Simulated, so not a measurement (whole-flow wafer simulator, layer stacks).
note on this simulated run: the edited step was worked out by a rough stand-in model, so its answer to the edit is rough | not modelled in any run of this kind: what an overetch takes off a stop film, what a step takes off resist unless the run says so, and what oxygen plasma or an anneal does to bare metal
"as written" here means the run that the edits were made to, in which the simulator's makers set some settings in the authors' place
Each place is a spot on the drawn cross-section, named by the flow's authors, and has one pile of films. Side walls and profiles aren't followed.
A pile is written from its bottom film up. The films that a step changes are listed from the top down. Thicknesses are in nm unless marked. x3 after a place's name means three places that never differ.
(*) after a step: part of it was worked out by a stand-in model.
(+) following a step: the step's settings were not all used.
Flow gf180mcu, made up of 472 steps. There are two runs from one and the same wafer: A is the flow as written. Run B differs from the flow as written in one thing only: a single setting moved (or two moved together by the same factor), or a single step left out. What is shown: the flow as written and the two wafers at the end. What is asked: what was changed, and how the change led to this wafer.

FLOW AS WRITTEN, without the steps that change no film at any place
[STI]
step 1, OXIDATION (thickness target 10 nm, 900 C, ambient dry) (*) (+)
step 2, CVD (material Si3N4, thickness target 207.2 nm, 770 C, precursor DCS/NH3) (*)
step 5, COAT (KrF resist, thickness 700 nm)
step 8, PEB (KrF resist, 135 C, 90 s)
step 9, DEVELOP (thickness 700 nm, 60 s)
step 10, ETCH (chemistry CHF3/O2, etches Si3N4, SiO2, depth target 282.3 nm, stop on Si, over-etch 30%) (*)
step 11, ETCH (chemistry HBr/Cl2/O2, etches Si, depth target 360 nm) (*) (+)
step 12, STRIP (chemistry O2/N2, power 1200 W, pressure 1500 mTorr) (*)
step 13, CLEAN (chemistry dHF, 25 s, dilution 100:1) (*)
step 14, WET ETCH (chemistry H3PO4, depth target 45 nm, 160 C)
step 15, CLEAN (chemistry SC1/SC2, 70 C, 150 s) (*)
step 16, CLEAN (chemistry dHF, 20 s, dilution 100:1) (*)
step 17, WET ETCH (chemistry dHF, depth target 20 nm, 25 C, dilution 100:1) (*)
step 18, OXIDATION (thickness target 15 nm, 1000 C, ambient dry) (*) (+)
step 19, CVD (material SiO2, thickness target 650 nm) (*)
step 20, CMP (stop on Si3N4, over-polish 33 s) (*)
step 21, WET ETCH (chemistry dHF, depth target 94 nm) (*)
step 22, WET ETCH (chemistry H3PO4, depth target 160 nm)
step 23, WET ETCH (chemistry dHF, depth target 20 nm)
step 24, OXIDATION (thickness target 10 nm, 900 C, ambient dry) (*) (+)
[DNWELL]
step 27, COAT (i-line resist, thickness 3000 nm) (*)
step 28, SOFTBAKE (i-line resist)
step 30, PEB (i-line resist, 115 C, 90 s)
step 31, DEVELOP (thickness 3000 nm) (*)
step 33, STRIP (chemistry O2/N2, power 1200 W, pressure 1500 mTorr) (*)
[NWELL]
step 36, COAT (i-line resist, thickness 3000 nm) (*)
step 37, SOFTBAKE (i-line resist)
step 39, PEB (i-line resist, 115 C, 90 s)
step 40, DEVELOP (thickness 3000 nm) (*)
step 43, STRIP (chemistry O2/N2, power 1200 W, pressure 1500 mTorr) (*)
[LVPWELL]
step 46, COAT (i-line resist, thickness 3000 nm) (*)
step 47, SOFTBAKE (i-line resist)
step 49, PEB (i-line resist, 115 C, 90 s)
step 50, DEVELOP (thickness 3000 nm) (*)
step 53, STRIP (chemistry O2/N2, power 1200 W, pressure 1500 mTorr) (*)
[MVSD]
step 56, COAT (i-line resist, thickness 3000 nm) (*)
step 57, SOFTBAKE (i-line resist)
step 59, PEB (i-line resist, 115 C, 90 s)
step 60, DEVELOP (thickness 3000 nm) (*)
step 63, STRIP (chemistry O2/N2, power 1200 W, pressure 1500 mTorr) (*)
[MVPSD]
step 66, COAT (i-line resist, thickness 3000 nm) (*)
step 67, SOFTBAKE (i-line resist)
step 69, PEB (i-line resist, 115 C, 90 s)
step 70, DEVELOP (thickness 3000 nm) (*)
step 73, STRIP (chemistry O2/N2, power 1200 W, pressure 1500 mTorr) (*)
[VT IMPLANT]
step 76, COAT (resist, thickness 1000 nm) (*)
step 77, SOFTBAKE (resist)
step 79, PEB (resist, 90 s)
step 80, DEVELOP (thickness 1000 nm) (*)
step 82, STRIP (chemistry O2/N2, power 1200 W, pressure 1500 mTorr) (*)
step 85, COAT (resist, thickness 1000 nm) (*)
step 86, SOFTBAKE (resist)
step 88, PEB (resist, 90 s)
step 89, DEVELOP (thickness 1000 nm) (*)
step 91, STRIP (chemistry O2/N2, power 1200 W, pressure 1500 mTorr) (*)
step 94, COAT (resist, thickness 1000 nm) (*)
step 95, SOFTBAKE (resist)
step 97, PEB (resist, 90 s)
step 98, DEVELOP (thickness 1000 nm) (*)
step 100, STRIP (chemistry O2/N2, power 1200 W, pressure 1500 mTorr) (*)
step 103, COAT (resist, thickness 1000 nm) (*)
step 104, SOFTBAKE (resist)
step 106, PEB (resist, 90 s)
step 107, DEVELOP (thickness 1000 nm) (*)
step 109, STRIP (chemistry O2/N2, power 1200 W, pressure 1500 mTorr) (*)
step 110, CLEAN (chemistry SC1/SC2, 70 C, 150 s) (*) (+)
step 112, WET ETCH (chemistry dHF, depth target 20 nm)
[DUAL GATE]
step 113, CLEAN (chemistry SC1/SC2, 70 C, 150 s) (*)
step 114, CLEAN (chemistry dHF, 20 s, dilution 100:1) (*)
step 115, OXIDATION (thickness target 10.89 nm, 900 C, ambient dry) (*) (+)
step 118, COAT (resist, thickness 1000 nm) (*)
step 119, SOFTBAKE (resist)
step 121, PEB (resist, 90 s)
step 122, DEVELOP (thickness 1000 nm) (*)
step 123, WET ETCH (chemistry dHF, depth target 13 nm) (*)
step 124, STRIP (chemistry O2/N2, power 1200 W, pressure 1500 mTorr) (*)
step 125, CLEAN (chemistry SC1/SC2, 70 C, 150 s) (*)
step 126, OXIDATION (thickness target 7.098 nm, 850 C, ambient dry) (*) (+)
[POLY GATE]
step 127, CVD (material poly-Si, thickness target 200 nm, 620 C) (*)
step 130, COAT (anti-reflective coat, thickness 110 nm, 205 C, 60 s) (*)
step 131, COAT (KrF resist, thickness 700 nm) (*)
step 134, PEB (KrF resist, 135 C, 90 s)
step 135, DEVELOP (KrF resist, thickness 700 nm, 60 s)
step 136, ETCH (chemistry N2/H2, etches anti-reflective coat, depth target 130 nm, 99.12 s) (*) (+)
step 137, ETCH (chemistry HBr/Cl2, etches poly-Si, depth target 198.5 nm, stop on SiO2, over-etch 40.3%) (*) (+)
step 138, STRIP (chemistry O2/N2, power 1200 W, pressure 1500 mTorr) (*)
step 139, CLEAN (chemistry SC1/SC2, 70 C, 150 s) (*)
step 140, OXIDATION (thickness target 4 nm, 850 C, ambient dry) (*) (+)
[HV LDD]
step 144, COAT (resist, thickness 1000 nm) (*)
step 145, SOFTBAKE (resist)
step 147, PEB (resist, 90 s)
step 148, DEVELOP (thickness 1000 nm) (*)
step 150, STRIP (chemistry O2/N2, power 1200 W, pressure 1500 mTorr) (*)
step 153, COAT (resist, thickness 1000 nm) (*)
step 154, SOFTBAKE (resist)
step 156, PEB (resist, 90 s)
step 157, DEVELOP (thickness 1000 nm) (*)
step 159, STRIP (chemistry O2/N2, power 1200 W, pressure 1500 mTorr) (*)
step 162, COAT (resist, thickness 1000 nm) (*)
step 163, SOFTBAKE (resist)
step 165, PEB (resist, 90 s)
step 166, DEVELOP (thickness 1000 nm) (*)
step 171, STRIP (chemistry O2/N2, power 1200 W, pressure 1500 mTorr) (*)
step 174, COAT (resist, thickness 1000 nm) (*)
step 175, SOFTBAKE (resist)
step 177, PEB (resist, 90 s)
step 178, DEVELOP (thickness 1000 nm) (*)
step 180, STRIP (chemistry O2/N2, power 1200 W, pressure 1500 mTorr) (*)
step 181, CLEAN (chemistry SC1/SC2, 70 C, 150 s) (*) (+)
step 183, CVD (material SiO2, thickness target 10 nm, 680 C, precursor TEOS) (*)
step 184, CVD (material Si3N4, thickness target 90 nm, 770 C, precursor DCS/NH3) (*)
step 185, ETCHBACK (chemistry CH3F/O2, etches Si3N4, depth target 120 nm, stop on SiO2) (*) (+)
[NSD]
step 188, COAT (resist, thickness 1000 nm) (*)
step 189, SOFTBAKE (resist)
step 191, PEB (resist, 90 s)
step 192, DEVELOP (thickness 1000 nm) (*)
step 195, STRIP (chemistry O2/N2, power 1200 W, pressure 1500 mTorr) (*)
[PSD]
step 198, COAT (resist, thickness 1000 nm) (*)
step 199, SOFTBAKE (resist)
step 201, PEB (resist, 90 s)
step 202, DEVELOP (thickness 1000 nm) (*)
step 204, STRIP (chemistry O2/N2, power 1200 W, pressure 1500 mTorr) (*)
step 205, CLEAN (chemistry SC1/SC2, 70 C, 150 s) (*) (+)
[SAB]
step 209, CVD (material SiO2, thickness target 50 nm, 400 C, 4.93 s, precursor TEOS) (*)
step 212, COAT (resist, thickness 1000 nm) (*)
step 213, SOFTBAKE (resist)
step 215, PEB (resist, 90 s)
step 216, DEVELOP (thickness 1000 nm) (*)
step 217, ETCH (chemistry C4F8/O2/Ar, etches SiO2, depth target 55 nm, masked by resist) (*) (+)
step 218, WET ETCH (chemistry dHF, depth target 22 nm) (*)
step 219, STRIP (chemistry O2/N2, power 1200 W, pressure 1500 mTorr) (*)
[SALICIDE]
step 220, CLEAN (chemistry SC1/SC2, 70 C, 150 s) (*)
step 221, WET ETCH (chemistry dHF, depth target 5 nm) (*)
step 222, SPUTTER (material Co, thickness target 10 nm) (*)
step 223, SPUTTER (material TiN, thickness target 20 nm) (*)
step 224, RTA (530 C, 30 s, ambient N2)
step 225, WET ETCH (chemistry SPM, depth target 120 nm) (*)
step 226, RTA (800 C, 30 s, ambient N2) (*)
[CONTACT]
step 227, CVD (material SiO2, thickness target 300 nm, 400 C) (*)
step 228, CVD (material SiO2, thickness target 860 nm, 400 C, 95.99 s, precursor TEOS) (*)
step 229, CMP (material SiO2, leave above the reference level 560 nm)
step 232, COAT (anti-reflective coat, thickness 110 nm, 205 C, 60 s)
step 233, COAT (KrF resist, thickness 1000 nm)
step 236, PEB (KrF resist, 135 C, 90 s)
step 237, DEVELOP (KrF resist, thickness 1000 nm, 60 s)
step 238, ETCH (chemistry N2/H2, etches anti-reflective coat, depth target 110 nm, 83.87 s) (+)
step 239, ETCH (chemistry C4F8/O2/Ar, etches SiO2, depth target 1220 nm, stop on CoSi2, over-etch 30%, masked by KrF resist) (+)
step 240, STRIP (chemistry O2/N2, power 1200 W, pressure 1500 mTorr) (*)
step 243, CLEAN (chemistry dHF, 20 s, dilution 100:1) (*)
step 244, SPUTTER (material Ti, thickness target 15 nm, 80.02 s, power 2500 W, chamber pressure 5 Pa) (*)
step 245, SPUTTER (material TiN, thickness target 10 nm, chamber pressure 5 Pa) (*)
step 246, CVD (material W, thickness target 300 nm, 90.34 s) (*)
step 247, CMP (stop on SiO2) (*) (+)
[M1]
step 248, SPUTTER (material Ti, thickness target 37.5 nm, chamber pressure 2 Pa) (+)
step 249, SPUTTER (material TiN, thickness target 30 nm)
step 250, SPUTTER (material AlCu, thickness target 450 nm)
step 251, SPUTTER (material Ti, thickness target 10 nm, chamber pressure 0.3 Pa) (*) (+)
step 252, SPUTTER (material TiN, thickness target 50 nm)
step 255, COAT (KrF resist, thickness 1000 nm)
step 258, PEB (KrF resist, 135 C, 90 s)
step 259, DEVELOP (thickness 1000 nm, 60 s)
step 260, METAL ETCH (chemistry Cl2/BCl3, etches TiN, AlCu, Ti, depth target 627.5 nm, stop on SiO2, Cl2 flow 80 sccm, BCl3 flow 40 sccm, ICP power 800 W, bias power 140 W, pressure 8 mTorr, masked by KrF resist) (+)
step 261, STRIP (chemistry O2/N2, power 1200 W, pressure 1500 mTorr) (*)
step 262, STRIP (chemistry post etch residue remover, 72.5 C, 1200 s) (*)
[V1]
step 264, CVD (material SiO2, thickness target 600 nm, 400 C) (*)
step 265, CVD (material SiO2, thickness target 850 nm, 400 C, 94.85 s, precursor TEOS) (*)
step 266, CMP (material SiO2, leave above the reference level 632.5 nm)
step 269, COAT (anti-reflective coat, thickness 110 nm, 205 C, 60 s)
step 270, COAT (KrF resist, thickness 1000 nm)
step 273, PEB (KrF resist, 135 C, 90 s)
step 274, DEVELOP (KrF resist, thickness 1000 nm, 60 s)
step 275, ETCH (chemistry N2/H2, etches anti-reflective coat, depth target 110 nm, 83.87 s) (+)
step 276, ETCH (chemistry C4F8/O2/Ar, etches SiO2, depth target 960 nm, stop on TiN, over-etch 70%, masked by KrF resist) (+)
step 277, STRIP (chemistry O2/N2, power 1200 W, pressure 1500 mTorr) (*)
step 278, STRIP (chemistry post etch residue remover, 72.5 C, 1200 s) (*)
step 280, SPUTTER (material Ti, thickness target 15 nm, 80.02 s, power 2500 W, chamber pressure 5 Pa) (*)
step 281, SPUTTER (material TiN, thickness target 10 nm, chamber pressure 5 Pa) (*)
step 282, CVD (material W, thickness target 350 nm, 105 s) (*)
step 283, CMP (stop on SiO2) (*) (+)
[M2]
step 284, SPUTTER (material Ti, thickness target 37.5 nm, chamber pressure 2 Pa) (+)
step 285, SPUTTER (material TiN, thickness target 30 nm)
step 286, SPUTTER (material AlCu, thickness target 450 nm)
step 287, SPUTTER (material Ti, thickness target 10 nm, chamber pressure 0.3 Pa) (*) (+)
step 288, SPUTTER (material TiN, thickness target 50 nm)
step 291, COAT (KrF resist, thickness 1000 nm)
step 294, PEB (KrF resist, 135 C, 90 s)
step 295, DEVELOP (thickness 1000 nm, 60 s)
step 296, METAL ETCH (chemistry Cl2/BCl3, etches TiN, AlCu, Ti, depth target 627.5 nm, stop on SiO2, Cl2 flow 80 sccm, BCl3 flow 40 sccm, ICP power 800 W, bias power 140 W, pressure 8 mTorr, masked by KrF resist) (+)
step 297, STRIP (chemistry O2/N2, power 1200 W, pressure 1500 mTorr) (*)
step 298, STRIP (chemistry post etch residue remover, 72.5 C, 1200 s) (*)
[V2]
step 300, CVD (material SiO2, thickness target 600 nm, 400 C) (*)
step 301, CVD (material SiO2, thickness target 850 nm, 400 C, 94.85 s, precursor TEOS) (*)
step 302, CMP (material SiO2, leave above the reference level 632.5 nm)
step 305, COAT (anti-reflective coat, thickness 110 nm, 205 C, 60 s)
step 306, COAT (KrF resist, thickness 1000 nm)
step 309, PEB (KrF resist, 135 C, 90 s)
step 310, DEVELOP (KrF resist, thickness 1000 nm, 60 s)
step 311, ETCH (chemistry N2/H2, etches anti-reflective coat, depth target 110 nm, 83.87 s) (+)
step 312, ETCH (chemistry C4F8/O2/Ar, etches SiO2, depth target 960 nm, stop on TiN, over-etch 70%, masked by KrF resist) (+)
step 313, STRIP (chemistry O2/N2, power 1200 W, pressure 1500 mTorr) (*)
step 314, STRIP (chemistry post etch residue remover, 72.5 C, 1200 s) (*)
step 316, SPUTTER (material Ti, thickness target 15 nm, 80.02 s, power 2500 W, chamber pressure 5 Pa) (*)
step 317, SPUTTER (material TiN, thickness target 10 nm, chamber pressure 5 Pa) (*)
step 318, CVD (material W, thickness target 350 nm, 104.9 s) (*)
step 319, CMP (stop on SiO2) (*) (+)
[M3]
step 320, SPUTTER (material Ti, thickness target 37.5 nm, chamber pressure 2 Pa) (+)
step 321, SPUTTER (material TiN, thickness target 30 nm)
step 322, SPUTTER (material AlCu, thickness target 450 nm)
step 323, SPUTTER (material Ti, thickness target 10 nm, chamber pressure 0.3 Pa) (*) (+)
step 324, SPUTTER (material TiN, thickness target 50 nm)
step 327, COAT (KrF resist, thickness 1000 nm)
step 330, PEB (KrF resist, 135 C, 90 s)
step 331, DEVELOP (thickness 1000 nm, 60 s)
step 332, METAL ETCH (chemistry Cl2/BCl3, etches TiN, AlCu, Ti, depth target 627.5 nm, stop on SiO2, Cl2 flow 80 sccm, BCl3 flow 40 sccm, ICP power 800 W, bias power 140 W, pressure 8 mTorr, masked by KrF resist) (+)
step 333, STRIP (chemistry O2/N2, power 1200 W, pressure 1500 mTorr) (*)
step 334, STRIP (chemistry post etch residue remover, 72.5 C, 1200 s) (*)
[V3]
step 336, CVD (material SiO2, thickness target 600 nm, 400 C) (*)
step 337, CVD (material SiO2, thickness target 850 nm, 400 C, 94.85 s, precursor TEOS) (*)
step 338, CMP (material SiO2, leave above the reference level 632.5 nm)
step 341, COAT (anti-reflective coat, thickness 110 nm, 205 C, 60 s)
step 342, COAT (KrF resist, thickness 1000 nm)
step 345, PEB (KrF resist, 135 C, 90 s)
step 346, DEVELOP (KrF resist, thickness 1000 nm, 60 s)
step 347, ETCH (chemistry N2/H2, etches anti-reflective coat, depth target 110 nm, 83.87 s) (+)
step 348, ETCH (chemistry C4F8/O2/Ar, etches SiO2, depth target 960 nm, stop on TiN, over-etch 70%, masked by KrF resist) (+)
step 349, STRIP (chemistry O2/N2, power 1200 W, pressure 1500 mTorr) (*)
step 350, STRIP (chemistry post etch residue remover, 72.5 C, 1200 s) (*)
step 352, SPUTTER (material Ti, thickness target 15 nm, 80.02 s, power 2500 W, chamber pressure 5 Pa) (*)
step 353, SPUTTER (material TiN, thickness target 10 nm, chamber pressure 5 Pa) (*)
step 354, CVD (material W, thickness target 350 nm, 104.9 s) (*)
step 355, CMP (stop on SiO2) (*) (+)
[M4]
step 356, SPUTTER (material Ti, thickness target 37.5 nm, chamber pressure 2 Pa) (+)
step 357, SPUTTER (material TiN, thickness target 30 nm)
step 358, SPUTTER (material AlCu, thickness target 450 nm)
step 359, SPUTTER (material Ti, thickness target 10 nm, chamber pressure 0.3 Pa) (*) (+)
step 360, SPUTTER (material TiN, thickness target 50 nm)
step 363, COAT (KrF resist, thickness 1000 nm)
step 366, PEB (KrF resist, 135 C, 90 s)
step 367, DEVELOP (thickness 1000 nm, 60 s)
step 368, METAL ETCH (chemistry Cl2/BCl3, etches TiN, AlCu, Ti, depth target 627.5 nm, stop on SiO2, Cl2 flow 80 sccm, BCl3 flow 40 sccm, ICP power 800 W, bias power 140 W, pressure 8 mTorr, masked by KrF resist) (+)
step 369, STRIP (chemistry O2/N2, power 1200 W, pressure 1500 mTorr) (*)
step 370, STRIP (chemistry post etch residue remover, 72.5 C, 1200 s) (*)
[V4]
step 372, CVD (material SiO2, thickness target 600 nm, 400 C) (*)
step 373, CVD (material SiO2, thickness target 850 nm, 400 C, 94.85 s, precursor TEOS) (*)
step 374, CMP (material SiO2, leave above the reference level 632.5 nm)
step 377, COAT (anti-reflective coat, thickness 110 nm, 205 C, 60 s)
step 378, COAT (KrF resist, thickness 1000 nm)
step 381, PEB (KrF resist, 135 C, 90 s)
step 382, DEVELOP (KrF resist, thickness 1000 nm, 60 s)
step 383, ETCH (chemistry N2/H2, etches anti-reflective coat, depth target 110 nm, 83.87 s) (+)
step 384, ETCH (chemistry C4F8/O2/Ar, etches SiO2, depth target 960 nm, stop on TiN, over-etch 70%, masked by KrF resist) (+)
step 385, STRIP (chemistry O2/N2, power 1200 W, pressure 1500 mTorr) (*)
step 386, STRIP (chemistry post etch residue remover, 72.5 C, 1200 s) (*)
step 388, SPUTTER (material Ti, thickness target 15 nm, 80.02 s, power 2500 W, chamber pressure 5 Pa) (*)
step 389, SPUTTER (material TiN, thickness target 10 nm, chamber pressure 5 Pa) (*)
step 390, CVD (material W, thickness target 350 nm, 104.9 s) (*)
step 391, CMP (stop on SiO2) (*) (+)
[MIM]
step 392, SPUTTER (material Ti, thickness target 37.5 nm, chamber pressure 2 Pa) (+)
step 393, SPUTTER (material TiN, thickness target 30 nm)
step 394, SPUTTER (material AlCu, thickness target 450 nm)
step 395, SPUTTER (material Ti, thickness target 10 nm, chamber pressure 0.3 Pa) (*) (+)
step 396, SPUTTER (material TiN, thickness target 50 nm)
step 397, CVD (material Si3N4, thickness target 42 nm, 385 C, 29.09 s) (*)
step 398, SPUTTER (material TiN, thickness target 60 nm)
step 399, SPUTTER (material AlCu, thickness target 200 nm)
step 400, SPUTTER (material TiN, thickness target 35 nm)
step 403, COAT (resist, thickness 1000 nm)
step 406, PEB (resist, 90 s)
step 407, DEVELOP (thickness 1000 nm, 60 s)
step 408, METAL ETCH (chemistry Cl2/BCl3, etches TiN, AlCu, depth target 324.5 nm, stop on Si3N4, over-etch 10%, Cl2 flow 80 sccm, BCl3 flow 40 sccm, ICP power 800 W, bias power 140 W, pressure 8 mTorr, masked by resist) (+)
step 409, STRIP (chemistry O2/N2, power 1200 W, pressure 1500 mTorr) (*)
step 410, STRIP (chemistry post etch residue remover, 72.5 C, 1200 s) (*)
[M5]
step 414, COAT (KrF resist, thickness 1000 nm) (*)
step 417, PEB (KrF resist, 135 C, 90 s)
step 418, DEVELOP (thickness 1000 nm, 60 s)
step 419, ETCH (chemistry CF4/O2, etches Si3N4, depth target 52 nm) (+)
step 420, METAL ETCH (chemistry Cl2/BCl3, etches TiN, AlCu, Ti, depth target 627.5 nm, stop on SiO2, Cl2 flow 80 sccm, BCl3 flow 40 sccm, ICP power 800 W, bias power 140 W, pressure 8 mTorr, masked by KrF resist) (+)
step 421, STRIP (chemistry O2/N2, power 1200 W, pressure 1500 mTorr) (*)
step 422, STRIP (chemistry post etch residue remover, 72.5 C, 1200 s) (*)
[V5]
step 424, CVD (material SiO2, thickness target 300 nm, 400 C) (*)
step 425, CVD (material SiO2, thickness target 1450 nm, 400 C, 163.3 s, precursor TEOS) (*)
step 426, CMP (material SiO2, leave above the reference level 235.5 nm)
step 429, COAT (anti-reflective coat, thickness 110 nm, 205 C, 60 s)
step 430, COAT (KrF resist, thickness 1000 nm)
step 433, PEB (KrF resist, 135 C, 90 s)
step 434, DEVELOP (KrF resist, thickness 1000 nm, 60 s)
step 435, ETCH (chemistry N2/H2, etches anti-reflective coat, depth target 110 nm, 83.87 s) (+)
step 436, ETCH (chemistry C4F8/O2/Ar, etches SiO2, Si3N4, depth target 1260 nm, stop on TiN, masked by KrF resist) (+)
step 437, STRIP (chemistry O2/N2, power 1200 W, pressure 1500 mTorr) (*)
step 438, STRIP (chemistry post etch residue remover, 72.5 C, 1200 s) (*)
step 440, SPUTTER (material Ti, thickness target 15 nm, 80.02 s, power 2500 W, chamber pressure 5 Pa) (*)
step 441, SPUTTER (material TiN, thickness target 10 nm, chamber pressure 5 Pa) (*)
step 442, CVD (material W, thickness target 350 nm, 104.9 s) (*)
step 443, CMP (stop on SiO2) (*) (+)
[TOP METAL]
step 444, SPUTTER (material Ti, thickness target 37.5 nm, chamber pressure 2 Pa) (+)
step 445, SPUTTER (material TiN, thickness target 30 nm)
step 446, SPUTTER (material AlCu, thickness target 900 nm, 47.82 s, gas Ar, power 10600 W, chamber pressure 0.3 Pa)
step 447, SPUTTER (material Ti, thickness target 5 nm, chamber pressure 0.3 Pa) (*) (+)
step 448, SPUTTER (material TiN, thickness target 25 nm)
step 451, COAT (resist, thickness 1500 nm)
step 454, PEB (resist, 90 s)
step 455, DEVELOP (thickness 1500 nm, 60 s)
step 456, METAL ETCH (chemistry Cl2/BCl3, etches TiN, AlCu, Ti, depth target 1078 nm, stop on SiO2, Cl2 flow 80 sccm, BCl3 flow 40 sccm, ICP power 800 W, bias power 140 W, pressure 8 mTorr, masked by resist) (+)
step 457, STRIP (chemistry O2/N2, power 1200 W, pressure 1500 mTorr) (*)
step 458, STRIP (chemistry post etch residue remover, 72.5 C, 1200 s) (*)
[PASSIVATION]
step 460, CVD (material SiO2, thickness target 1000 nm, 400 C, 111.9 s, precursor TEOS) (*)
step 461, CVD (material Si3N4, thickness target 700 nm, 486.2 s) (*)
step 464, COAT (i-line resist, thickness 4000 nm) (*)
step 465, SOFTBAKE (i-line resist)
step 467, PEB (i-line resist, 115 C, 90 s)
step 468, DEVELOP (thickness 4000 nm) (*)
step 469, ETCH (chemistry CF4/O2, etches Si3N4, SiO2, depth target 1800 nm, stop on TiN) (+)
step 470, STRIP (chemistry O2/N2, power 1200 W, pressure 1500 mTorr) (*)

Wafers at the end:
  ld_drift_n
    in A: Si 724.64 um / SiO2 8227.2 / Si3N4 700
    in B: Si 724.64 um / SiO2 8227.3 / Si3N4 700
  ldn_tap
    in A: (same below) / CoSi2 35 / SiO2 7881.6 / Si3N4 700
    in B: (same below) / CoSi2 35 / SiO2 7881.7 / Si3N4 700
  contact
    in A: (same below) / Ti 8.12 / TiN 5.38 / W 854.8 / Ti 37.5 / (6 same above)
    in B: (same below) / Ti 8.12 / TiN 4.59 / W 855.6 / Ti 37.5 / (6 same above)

Cause: step 441, SPUTTER: thickness target 8.52 nm was run, whereas the flow has thickness target 10 nm.

The path from the change to this, step by step:
  step 441, SPUTTER (material TiN, thickness target 10 nm, chamber pressure 5 Pa) (*)
      field, field__w1, field__w2 and 108 more: A TiN gains 10 (new film) | B TiN gains 8.52 (new film)
      contact: A TiN gains 5.38 (new film) | B TiN gains 4.59 (new film)
  step 443, CMP (stop on SiO2) (*) (+)
      field, field__w1, field__w2 and 108 more: A W loses 350 (all of it), TiN loses 10 (all of it), Ti loses 15 (all of it), SiO2 loses 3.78 | B W loses 350 (all of it), TiN loses 8.52 (all of it), Ti loses 15 (all of it), SiO2 loses 3.77
